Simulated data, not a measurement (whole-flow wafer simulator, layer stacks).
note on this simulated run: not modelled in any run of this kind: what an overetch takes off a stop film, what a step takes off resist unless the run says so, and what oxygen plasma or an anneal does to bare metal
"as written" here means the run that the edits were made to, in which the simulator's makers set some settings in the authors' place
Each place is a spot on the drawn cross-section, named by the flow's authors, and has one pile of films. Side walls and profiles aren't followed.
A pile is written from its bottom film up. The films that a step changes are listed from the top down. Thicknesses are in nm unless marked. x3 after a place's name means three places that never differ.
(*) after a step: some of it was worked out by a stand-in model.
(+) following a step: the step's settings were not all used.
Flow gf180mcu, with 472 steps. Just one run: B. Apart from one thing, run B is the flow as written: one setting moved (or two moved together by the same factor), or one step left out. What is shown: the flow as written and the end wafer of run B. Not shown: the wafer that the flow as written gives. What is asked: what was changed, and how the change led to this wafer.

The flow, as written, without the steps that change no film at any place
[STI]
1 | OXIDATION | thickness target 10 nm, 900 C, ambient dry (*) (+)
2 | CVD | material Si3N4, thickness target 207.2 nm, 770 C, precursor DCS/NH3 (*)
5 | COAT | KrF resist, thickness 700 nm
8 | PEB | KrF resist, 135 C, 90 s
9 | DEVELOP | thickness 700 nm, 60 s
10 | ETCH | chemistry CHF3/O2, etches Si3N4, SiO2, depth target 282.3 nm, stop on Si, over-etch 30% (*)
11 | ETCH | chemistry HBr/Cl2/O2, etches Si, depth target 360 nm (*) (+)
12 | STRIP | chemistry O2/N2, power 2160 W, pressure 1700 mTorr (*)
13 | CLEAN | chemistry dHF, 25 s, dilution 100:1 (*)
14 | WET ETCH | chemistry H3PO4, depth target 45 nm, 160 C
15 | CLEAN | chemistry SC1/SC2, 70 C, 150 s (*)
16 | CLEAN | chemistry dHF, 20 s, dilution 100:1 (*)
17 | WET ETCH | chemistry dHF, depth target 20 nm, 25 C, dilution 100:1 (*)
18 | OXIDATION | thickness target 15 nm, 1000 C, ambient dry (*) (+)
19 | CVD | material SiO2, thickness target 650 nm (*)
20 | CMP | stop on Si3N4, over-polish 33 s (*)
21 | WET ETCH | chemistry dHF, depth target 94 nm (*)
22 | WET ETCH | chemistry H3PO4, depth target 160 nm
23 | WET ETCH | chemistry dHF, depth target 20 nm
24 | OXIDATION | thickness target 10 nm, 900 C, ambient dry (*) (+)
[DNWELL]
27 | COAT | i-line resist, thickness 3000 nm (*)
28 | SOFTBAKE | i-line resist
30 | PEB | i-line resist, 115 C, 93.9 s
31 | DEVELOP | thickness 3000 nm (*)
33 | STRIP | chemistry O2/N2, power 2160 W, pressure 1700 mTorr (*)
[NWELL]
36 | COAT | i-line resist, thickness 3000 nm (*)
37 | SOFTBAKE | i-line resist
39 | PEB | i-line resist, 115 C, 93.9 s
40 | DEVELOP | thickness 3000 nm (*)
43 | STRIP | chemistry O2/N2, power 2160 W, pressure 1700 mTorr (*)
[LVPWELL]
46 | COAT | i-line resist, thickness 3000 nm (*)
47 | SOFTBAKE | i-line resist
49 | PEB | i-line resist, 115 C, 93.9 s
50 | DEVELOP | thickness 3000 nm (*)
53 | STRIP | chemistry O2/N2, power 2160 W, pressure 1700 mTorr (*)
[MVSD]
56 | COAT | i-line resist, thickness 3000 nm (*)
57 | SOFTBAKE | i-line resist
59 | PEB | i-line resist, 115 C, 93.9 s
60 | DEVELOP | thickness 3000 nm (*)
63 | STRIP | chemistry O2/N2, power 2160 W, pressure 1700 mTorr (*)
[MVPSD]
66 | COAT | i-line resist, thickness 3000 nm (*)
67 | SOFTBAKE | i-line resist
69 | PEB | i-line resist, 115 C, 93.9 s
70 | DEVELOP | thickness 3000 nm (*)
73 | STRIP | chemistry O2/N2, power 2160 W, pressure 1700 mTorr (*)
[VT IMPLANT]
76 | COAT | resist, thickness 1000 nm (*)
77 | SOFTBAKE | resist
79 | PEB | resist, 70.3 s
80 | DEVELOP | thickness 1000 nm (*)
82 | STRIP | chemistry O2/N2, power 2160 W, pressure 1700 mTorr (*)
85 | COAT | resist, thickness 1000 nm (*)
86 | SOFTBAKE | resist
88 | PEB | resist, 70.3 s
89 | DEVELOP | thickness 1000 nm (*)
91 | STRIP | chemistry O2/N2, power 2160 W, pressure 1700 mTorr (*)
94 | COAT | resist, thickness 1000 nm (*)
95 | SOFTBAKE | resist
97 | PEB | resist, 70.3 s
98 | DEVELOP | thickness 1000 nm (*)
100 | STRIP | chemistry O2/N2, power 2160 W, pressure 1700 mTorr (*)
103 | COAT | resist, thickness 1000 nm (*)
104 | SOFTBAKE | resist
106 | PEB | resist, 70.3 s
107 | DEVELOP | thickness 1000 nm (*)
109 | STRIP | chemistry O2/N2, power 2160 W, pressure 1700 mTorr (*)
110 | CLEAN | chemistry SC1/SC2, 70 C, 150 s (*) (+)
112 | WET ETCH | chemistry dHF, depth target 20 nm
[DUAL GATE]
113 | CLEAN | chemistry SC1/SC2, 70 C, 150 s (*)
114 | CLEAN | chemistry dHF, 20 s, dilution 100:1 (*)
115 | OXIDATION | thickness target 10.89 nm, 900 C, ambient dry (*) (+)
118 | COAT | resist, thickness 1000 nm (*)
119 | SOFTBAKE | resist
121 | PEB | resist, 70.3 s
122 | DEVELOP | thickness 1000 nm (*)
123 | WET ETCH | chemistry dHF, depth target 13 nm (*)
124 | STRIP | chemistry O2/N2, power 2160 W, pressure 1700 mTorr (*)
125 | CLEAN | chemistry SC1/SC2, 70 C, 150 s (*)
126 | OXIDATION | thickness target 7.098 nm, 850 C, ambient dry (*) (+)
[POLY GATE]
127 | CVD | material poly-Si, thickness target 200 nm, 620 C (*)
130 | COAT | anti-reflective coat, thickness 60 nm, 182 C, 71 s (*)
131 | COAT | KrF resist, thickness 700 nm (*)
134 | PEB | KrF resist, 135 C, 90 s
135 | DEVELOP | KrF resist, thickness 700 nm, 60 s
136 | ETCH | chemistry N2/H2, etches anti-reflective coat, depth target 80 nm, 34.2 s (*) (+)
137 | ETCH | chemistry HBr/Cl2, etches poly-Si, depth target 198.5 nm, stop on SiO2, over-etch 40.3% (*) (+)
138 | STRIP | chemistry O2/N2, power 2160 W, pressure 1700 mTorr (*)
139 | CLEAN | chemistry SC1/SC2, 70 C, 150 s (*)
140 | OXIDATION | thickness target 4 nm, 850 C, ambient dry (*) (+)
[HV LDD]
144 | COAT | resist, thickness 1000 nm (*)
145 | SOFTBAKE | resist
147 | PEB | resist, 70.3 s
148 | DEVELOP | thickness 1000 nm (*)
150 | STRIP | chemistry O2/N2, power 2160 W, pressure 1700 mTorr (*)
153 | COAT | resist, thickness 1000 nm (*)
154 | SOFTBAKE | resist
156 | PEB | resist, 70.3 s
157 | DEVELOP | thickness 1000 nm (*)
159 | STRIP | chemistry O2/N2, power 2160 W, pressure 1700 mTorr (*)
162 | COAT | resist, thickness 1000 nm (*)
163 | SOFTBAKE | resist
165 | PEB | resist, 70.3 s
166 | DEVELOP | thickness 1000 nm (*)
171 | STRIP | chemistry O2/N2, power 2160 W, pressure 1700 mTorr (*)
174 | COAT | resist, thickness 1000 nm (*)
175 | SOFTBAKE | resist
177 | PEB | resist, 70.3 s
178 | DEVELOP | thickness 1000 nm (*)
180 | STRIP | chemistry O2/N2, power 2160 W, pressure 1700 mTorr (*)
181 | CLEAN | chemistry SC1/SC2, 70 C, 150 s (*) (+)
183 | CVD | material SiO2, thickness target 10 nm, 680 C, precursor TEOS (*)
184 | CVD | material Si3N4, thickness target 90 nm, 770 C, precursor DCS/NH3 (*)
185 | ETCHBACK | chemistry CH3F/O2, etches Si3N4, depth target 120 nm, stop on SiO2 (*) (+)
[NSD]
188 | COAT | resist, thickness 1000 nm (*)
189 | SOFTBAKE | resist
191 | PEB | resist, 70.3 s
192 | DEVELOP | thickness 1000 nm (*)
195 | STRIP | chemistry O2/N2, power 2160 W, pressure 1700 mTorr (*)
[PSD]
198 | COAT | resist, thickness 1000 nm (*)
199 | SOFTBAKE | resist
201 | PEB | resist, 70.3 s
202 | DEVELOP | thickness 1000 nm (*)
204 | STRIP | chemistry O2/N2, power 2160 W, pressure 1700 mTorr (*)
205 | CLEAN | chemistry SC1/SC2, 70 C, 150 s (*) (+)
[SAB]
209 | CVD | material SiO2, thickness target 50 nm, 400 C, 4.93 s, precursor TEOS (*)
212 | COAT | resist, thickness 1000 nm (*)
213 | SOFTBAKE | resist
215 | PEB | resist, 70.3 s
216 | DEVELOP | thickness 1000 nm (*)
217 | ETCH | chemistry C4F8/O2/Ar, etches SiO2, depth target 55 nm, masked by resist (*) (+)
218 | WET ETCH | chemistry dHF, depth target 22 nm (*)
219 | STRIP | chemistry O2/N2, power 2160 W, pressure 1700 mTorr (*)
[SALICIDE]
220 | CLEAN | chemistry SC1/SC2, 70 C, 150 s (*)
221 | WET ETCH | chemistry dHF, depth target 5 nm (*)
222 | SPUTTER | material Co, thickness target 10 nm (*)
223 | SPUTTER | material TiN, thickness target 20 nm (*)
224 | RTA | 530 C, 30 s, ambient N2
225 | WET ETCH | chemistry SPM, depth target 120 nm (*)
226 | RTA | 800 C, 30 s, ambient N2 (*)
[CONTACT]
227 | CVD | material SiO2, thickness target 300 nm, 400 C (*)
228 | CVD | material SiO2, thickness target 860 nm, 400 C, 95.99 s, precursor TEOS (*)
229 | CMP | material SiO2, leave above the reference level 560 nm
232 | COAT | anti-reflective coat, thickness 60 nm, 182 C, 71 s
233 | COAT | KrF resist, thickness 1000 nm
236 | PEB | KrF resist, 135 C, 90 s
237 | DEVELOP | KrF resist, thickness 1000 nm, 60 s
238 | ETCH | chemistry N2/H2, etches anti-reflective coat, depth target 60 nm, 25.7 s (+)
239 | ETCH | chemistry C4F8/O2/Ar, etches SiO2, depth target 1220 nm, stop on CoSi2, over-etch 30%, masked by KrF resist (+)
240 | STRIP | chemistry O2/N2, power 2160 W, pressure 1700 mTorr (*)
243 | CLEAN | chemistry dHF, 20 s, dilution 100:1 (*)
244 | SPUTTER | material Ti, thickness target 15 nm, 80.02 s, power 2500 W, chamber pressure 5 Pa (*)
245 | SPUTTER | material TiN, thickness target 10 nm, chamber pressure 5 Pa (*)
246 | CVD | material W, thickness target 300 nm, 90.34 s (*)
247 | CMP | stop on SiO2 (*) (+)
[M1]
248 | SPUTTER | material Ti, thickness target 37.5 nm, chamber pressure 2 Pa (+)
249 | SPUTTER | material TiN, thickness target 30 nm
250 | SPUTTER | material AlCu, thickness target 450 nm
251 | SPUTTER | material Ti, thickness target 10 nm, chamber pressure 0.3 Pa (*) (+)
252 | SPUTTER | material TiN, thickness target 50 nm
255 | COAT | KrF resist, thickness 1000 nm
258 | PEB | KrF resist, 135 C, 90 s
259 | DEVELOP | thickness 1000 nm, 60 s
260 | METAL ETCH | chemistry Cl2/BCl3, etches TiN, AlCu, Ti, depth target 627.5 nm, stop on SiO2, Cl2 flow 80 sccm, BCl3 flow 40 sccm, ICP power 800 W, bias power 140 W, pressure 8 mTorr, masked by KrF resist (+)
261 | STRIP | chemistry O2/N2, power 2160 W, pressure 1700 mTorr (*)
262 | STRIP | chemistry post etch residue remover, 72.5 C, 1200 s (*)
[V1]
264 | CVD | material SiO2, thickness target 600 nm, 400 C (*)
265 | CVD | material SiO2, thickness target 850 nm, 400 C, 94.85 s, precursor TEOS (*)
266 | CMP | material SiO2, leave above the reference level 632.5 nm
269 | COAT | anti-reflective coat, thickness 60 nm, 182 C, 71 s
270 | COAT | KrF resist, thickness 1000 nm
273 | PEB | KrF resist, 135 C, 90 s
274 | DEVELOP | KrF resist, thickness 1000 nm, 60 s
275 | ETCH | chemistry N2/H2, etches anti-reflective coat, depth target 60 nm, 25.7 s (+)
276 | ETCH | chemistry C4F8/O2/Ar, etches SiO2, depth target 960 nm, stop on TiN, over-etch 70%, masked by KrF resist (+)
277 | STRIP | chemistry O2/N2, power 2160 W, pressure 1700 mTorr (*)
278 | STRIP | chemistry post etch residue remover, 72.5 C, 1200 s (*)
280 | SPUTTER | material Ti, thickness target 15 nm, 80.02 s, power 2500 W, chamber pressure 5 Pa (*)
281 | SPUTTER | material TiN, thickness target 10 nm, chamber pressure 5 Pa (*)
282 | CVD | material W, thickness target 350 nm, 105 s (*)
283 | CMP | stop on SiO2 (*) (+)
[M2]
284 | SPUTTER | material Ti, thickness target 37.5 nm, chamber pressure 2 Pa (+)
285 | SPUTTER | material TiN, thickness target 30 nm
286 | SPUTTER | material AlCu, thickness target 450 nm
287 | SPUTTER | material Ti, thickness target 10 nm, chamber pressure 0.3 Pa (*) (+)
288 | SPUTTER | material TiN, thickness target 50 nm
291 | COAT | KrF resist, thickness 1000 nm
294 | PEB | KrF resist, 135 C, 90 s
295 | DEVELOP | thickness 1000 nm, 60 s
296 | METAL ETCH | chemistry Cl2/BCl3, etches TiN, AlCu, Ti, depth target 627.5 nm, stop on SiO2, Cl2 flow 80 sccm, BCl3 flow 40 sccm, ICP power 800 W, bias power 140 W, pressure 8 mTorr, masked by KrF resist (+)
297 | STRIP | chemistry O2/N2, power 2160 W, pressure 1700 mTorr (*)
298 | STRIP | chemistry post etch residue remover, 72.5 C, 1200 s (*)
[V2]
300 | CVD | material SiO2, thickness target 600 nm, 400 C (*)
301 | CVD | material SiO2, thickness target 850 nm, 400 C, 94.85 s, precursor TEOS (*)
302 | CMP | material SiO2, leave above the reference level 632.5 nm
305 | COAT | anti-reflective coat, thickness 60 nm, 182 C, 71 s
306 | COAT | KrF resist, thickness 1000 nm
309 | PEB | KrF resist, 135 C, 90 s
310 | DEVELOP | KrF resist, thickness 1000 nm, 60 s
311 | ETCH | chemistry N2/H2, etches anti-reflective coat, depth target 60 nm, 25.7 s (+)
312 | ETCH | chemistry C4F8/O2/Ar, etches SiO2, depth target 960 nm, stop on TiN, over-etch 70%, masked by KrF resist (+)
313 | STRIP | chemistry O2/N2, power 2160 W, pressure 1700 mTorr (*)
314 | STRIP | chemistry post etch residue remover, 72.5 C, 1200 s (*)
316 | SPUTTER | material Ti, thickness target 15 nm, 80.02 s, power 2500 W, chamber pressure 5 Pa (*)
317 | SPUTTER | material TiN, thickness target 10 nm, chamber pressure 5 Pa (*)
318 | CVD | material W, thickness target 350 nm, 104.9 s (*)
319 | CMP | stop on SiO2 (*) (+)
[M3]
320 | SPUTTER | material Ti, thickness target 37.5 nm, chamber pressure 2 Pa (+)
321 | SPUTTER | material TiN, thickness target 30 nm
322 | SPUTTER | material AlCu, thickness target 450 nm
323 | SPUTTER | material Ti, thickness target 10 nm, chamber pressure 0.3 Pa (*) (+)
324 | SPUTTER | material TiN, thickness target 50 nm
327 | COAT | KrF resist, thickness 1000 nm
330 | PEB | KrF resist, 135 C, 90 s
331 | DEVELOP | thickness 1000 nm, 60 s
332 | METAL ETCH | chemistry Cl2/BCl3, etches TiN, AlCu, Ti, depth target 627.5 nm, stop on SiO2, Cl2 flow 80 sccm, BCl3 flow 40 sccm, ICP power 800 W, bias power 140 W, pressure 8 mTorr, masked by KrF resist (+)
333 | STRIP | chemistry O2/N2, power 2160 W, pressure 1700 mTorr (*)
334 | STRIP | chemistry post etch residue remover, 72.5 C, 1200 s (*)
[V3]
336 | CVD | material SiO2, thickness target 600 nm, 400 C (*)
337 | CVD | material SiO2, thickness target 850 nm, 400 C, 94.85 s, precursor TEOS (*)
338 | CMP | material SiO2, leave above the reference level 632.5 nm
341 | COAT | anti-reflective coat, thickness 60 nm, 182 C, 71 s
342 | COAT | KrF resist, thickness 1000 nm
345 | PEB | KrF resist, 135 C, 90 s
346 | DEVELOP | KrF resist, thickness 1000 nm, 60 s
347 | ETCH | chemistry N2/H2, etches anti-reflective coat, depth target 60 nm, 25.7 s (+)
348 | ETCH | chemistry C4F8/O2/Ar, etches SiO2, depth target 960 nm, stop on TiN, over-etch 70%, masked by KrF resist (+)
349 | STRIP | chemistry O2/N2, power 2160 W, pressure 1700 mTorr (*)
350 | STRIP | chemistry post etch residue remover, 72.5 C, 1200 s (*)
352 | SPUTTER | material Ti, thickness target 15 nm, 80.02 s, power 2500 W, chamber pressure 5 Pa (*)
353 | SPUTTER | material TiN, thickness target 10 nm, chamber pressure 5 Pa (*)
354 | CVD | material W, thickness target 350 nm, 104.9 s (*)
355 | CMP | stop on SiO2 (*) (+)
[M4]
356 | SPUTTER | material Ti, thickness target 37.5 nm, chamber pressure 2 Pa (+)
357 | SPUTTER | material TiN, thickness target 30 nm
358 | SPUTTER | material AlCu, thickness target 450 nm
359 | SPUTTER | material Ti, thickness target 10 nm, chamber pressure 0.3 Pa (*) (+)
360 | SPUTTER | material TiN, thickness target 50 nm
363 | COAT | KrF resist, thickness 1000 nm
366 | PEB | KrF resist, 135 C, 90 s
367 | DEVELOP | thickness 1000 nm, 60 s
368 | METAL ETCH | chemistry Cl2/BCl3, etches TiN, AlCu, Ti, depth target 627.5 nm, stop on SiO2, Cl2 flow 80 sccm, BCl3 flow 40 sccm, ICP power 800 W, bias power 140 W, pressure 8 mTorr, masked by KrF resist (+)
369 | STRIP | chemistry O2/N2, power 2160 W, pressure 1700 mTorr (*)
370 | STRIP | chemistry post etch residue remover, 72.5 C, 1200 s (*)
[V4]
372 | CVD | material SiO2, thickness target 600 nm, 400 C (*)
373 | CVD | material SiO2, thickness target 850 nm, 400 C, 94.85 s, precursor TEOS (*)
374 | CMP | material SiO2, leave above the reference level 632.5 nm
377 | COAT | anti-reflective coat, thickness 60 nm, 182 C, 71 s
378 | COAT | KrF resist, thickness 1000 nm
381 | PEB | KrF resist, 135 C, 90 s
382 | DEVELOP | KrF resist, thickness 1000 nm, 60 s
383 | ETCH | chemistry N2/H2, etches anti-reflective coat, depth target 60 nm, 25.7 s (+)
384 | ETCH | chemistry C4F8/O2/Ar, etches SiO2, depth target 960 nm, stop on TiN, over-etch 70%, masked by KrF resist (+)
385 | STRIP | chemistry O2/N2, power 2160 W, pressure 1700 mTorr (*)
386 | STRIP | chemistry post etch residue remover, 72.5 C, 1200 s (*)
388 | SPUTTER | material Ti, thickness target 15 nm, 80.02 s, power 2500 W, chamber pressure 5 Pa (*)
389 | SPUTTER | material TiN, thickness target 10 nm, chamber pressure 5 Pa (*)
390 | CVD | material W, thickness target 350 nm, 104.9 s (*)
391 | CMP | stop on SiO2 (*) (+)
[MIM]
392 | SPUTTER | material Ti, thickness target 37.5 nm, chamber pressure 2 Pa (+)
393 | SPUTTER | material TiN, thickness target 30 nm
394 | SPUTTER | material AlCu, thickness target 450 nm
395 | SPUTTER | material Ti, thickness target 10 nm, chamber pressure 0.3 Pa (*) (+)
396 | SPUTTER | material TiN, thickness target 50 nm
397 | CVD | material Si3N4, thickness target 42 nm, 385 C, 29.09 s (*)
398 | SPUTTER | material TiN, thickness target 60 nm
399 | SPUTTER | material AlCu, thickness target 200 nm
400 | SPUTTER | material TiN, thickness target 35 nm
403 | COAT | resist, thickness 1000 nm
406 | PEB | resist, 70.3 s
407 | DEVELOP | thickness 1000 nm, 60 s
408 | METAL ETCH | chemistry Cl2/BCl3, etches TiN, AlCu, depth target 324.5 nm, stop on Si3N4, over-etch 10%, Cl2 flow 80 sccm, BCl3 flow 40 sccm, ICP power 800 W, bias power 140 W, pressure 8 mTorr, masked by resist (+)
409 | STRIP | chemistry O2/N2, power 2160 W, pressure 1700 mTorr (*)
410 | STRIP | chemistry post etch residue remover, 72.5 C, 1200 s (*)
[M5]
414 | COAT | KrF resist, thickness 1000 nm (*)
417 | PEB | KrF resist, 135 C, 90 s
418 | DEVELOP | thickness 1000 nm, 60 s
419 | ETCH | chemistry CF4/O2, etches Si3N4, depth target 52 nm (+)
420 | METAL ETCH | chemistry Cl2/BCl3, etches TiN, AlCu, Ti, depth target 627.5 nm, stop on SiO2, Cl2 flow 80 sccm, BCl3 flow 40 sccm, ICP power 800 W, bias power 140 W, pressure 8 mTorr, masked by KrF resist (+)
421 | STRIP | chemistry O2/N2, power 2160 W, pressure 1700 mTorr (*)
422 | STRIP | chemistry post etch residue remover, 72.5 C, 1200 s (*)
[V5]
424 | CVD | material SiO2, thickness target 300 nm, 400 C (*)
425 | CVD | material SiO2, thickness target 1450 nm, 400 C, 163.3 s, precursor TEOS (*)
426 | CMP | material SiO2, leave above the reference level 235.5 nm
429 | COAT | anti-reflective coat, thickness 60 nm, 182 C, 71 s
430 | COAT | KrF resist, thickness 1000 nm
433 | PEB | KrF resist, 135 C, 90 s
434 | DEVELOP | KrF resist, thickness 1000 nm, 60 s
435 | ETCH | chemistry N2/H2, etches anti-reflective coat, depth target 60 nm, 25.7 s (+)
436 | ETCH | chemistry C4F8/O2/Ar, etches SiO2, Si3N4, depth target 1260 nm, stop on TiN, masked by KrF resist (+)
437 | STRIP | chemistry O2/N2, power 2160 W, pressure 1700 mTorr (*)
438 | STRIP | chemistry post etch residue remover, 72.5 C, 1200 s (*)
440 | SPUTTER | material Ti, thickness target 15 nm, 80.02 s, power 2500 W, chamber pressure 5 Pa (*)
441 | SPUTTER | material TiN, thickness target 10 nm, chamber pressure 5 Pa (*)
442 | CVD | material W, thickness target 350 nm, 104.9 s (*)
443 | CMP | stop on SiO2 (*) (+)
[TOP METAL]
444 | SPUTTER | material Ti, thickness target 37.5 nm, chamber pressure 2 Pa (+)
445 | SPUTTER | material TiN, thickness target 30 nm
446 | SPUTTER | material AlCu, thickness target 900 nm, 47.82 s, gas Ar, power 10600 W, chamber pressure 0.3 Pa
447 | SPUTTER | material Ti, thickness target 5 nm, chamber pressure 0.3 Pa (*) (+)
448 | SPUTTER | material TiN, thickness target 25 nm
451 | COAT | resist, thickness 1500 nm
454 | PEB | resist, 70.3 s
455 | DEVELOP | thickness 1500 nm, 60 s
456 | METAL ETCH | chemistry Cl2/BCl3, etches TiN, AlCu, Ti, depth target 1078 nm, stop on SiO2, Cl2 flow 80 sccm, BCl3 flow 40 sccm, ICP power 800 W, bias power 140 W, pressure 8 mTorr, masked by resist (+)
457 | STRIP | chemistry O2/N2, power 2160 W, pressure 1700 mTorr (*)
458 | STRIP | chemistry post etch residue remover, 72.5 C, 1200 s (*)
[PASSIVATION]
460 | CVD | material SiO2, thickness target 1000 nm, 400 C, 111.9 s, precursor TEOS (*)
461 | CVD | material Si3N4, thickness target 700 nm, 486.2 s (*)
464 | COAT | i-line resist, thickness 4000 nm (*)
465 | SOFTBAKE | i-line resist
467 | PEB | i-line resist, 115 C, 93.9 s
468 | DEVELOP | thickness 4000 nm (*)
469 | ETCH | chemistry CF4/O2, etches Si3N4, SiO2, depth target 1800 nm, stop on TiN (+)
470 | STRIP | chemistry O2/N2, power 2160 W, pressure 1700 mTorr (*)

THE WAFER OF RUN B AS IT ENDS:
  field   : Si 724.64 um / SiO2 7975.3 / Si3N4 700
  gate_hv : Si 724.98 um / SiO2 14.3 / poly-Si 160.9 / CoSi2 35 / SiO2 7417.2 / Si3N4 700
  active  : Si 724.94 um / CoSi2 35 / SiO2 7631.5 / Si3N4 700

What caused this: step 250, SPUTTER: thickness target 198 nm was run, though the flow has thickness target 450 nm.

Step by step, how the change led to this:
  250 | SPUTTER | material AlCu, thickness target 450 nm
      field, field__w1, field__w2 and 108 more: AlCu gains 198 (new film) (as written it would have been: AlCu gains 450 (new film))
  260 | METAL ETCH | chemistry Cl2/BCl3, etches TiN, AlCu, Ti, depth target 627.5 nm, stop on SiO2, Cl2 flow 80 sccm, BCl3 flow 40 sccm, ICP power 800 W, bias power 140 W, pressure 8 mTorr, masked by KrF resist (+)
      field, field__w1, field__w2 and 99 more: TiN loses 50 (all of it), Ti loses 10 (all of it), AlCu loses 198 (all of it), TiN loses 30 (all of it), Ti loses 37.5 (all of it) (as written it would have been: TiN loses 50 (all of it), Ti loses 10 (all of it), AlCu loses 450 (all of it), TiN loses 30 (all of it), Ti loses 37.5 (all of it))
      field__w8, contact, m1 and 6 more: KrF resist loses 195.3 (as written it would have been: KrF resist loses 251)
  261 | STRIP | chemistry O2/N2, power 2160 W, pressure 1700 mTorr (*)
      field__w8, contact, m1 and 6 more: KrF resist loses 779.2 (all of it) (as written it would have been: KrF resist loses 723.5 (all of it))
  266 | CMP | material SiO2, leave above the reference level 632.5 nm
      field, field__w1, field__w2 and 99 more: SiO2 loses 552 (as written it would have been: SiO2 loses 300)
